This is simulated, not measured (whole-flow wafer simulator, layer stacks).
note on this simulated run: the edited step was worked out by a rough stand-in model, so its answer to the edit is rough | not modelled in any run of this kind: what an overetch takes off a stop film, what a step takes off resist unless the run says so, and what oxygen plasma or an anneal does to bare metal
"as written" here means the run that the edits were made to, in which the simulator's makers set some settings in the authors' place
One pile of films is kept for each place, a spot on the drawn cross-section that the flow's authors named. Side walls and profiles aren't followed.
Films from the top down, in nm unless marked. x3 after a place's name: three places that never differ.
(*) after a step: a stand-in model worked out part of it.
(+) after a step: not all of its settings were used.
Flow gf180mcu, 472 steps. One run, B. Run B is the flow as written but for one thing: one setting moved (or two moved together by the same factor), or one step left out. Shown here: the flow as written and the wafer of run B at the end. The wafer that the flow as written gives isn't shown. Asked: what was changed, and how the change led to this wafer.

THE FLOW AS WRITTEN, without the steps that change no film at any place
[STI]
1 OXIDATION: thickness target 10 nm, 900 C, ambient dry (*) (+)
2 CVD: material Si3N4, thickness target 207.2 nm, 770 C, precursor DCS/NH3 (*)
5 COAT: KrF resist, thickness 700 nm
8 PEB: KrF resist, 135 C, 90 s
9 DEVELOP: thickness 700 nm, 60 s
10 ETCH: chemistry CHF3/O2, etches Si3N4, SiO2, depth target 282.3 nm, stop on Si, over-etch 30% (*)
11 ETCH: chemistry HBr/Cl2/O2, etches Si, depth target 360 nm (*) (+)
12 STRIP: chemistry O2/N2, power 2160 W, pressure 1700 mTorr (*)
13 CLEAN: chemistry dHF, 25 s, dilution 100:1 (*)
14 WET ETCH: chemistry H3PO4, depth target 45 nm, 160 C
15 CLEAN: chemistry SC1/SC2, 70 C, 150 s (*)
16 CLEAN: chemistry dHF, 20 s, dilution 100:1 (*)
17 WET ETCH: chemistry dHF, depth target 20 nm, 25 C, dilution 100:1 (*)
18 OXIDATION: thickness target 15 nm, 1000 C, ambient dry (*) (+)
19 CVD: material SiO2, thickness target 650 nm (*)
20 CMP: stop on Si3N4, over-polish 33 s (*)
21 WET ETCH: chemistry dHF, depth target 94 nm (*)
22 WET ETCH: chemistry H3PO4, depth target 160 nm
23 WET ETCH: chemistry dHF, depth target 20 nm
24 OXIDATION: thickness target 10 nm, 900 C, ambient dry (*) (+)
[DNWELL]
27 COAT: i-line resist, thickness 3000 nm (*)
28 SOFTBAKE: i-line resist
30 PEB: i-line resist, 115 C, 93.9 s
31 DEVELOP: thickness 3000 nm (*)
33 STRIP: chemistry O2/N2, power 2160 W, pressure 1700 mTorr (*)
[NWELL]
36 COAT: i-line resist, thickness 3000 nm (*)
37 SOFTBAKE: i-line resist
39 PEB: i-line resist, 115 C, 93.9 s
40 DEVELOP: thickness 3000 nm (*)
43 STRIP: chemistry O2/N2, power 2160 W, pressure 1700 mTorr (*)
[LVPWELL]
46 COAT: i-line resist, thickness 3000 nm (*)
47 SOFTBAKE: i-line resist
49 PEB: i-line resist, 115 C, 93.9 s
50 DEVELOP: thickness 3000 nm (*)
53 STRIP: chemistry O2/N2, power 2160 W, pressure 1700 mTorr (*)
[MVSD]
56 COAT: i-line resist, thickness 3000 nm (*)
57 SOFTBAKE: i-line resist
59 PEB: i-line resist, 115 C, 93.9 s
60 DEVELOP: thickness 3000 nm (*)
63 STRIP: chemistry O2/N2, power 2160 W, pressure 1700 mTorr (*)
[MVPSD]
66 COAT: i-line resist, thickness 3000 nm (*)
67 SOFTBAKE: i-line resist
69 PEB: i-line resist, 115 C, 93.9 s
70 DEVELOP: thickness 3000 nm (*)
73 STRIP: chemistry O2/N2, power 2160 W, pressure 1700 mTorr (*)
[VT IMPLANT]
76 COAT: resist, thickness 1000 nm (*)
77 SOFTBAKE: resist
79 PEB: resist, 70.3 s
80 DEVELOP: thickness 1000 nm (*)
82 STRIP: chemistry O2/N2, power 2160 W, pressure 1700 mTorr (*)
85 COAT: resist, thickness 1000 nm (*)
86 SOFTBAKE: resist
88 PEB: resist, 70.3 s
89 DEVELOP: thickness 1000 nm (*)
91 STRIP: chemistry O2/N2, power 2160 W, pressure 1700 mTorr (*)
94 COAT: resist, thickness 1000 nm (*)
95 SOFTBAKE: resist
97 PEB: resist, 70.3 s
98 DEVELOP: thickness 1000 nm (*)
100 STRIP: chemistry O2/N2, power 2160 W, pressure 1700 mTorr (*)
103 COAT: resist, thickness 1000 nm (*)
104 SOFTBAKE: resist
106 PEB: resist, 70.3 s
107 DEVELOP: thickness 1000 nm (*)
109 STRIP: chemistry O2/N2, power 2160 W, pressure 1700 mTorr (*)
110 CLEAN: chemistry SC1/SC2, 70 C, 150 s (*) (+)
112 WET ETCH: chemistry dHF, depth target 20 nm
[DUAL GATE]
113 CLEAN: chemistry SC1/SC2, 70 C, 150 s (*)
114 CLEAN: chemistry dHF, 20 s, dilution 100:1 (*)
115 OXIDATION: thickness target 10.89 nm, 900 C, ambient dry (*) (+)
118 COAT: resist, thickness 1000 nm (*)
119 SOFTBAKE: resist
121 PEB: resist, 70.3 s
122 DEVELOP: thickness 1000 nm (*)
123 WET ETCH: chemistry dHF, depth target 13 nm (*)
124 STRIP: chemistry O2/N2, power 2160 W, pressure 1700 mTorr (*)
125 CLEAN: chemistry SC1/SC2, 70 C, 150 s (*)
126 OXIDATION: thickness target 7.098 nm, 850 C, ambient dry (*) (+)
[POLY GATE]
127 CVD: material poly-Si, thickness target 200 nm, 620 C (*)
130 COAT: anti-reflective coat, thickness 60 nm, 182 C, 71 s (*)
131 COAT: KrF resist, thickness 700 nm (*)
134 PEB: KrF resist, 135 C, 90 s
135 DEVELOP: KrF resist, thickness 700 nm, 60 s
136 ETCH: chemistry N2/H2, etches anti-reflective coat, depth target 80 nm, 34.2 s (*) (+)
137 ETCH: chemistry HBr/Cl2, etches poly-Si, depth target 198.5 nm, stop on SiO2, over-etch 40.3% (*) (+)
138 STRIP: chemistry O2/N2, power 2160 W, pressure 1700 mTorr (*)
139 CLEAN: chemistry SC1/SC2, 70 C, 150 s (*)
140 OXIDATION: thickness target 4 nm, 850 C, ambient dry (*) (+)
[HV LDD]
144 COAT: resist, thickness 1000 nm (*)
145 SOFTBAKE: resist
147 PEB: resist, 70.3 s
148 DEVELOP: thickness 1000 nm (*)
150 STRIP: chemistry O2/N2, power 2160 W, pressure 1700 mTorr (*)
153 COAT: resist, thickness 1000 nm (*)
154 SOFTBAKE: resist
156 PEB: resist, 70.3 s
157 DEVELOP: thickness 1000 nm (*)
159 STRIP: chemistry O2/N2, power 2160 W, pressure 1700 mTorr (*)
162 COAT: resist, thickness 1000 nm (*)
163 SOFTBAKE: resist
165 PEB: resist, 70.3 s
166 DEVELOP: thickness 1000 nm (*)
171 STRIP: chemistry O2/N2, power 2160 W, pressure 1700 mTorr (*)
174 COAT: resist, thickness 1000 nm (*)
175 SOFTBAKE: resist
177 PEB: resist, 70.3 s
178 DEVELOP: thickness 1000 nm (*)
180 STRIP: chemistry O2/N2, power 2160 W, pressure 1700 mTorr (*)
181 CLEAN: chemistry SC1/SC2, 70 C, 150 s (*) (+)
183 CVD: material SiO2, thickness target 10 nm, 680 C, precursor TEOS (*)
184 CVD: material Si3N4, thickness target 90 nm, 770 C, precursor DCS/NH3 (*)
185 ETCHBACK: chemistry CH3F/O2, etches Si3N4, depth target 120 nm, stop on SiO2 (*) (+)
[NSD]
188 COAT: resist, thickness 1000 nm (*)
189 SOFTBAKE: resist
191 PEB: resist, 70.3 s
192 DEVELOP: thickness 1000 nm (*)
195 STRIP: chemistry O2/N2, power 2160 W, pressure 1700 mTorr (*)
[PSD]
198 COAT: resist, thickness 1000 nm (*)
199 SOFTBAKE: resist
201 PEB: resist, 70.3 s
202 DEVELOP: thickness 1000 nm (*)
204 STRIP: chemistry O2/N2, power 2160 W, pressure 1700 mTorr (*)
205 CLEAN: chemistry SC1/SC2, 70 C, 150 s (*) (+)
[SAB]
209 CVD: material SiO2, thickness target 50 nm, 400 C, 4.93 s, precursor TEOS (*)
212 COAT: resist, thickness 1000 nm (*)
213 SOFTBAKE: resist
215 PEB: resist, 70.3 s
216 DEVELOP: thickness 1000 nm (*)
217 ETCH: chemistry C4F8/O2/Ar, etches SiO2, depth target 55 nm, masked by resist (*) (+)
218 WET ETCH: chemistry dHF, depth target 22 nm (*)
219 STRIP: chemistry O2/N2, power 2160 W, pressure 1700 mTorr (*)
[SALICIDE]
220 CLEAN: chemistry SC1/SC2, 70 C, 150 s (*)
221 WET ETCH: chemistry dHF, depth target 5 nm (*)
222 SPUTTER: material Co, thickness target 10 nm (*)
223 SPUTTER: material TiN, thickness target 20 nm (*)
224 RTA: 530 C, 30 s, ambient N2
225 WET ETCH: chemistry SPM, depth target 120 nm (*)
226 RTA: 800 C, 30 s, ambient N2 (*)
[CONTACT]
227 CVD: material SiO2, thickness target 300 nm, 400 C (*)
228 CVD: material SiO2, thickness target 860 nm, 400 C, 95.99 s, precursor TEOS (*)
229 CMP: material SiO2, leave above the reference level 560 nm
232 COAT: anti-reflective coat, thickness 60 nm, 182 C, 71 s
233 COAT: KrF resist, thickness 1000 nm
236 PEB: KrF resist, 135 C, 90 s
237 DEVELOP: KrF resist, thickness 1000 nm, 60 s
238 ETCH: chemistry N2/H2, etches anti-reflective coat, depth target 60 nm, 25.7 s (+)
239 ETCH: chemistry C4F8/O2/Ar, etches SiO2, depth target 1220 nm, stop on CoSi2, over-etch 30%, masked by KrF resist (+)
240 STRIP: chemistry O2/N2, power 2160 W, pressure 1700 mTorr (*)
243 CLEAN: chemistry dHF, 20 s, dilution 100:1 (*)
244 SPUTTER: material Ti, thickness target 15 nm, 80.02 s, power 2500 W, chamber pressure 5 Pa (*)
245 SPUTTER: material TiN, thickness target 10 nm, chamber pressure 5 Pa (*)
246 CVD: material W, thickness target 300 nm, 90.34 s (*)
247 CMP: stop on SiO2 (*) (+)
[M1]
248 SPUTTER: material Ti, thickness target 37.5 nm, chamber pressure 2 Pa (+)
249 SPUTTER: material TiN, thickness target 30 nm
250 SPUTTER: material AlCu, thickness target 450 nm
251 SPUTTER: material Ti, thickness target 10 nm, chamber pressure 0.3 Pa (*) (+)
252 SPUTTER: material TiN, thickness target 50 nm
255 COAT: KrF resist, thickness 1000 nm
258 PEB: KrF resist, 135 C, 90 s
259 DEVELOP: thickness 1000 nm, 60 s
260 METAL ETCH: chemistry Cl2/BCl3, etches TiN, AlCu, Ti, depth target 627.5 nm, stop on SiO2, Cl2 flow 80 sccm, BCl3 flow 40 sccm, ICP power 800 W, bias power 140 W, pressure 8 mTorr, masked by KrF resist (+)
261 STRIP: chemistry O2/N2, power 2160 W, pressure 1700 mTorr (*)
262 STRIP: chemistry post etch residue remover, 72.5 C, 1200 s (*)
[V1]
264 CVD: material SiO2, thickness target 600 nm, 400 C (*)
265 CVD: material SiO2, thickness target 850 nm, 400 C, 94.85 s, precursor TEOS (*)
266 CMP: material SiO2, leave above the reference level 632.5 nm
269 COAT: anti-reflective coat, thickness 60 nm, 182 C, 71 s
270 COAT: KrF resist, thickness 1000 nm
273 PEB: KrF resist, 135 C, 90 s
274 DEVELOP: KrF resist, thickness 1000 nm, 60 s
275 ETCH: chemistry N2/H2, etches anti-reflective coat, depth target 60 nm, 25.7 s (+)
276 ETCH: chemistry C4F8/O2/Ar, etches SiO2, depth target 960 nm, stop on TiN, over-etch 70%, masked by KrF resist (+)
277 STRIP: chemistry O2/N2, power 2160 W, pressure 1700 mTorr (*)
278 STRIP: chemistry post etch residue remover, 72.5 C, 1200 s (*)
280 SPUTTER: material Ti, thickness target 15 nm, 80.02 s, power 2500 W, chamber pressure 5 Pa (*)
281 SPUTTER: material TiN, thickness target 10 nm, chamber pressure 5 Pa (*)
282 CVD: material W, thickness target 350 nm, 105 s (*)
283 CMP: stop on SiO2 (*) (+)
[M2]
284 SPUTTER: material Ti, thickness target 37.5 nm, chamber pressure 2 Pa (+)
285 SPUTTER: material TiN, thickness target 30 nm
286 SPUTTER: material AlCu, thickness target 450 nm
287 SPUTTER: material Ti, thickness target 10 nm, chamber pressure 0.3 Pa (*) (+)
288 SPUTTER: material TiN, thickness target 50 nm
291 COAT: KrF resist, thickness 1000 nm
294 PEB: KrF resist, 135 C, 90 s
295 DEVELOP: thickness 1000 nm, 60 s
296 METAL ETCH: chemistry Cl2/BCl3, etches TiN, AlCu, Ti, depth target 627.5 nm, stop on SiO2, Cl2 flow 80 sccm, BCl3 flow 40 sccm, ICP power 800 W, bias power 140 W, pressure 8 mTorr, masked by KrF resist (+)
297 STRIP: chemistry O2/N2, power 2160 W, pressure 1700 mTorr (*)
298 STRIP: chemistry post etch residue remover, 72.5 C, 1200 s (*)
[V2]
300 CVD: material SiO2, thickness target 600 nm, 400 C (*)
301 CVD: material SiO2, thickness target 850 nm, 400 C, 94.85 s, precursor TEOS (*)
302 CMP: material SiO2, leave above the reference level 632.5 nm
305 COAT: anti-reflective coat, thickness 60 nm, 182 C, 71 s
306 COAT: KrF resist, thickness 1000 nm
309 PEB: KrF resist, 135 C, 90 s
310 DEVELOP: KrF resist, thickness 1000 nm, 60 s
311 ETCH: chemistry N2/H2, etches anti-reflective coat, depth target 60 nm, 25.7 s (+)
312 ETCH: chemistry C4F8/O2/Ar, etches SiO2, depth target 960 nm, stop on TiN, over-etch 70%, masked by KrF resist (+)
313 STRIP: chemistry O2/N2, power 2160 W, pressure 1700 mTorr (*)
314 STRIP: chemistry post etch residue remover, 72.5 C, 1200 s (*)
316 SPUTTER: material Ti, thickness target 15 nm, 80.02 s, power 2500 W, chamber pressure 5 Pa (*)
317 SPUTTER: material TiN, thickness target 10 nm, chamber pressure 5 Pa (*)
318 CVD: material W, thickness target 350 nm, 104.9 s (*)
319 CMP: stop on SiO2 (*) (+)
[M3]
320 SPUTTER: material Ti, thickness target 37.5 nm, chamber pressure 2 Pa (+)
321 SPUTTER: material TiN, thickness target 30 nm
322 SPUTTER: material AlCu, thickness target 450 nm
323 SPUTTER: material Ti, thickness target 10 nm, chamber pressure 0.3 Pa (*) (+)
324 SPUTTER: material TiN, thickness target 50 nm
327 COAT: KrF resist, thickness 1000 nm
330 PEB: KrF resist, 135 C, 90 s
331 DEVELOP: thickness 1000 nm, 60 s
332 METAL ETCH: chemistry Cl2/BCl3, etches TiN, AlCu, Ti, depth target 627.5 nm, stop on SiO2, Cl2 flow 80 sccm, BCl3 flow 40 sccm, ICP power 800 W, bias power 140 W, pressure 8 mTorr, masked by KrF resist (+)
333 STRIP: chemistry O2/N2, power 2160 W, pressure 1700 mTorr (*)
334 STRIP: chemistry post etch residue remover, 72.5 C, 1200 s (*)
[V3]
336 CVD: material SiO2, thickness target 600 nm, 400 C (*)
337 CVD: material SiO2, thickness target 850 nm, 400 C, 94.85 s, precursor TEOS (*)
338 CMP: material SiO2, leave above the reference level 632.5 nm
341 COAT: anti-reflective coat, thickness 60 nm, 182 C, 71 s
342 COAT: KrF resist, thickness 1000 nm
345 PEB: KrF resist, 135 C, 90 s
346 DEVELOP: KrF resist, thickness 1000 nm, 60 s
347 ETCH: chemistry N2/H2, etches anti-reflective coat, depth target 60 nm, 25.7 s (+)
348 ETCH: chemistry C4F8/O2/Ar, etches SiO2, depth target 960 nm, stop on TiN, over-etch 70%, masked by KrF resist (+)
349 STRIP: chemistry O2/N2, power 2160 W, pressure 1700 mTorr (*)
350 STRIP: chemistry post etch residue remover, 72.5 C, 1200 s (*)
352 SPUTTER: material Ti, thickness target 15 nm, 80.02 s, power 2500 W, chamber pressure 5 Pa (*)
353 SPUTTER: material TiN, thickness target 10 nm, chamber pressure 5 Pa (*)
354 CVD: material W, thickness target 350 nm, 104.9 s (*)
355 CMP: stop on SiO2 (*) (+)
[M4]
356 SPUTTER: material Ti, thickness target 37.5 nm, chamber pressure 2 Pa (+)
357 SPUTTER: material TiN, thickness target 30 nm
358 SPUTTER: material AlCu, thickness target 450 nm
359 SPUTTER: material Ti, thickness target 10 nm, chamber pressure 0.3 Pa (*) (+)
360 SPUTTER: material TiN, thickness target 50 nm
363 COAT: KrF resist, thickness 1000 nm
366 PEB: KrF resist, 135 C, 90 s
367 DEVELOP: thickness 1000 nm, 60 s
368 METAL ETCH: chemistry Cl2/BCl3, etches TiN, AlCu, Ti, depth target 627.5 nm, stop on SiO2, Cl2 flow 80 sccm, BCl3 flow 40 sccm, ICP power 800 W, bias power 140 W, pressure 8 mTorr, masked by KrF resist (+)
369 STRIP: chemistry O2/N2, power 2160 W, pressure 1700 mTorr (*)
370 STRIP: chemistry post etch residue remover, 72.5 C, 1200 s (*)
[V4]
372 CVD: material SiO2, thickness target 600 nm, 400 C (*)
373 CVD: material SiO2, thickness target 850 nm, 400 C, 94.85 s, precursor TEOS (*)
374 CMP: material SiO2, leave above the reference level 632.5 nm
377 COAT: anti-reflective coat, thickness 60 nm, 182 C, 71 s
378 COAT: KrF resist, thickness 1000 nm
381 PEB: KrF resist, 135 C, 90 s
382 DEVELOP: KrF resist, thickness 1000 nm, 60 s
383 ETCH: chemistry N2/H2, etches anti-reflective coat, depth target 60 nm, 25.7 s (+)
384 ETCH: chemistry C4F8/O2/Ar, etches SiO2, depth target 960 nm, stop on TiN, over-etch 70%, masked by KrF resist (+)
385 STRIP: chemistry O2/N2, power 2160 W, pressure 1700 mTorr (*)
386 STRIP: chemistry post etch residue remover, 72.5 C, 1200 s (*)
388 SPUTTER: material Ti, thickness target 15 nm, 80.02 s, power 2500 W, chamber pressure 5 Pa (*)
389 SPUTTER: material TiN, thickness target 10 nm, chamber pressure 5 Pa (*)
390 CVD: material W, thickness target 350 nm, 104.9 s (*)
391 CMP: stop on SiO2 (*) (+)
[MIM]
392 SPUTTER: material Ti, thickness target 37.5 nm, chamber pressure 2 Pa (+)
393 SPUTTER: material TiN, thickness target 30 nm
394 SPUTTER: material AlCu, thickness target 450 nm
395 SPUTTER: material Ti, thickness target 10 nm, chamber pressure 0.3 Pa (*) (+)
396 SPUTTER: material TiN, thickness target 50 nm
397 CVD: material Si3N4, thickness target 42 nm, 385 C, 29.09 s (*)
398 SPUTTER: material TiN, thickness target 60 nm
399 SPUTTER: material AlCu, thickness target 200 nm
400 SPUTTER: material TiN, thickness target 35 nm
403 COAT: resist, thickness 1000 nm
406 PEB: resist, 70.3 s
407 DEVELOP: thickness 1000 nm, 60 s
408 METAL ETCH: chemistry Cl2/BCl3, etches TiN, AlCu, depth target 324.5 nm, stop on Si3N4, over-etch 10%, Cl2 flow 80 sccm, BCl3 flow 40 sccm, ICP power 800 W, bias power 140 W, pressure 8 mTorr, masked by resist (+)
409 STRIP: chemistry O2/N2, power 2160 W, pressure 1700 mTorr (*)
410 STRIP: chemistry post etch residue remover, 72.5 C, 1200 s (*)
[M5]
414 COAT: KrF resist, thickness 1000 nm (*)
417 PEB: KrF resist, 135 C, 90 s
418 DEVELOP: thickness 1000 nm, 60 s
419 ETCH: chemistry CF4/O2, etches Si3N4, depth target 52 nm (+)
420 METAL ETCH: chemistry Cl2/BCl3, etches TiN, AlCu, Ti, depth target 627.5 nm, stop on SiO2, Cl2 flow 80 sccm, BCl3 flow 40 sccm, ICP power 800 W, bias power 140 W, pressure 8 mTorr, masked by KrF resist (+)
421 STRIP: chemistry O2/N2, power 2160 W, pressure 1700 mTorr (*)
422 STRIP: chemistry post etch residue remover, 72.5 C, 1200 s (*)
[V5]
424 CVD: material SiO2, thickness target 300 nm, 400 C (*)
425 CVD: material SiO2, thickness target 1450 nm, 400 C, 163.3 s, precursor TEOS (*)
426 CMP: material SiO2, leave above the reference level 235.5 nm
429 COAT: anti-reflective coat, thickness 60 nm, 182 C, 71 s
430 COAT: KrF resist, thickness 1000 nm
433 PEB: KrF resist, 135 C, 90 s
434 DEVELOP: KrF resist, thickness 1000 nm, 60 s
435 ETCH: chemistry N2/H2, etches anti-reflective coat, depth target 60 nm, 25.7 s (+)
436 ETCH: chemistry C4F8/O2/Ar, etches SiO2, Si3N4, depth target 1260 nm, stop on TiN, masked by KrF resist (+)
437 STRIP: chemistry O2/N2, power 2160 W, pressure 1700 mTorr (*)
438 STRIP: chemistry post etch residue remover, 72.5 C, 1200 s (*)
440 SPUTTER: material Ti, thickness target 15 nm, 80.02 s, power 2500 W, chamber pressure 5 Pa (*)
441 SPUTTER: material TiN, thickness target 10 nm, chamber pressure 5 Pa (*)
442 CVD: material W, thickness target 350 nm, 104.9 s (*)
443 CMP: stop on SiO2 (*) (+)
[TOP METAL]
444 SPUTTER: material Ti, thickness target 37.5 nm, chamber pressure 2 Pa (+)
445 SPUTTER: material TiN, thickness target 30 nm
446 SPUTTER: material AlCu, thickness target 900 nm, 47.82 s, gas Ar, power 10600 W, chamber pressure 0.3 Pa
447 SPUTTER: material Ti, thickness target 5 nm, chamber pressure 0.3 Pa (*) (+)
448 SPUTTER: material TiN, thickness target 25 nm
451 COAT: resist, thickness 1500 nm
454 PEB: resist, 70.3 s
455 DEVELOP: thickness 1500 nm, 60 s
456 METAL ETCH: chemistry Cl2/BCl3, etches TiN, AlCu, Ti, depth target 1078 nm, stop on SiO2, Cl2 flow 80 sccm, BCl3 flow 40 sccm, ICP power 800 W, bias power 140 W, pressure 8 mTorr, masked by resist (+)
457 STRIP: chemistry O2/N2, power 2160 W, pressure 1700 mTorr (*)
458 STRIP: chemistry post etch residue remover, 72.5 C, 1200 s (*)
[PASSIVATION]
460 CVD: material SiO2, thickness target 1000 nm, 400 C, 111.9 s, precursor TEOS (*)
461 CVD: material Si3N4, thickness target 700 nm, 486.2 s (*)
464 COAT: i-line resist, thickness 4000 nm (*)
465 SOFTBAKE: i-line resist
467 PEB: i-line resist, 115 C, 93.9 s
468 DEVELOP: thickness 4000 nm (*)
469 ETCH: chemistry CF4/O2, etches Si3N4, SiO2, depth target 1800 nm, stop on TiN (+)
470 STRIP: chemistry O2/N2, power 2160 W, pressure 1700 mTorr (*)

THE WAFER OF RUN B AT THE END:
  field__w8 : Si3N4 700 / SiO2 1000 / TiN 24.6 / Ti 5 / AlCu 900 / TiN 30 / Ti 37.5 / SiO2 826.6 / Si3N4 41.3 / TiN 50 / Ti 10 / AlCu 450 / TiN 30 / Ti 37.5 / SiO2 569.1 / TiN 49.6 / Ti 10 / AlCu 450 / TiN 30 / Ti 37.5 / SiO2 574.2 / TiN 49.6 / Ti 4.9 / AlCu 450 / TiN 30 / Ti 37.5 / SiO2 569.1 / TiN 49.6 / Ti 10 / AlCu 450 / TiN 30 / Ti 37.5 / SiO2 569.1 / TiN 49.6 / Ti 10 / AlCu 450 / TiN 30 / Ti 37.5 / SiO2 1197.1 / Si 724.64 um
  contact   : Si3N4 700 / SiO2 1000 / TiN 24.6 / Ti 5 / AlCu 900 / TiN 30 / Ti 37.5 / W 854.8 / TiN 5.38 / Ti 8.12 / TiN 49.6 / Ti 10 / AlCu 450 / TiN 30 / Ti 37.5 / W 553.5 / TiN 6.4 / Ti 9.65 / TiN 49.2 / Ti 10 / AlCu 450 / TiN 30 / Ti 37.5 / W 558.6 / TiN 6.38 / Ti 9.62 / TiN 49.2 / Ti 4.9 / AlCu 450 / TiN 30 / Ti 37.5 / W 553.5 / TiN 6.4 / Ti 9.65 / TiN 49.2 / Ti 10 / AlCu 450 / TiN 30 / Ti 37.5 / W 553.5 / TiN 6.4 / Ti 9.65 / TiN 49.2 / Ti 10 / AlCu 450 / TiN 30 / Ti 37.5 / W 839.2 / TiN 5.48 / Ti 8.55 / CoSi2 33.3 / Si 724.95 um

The cause: step 323, SPUTTER: thickness target 4.9 nm was run, where the flow has thickness target 10 nm.
It can be read off the wafer: field__w8 has Ti 4.9, and step 323 as written asks for 10 nm.

How the change led to this, step by step:
  323 SPUTTER: material Ti, thickness target 10 nm, chamber pressure 0.3 Pa (*) (+)
      field, field__w1, field__w2 and 108 more: Ti +4.9 (new film) (as written it would be: Ti +10 (new film))
  332 METAL ETCH: chemistry Cl2/BCl3, etches TiN, AlCu, Ti, depth target 627.5 nm, stop on SiO2, Cl2 flow 80 sccm, BCl3 flow 40 sccm, ICP power 800 W, bias power 140 W, pressure 8 mTorr, masked by KrF resist (+)
      field, field__w1, field__w2 and 103 more: TiN -50 (all of it), Ti -4.9 (all of it), AlCu -450 (all of it), TiN -30 (all of it), Ti -37.5 (all of it) (as written it would be: TiN -50 (all of it), Ti -10 (all of it), AlCu -450 (all of it), TiN -30 (all of it), Ti -37.5 (all of it))
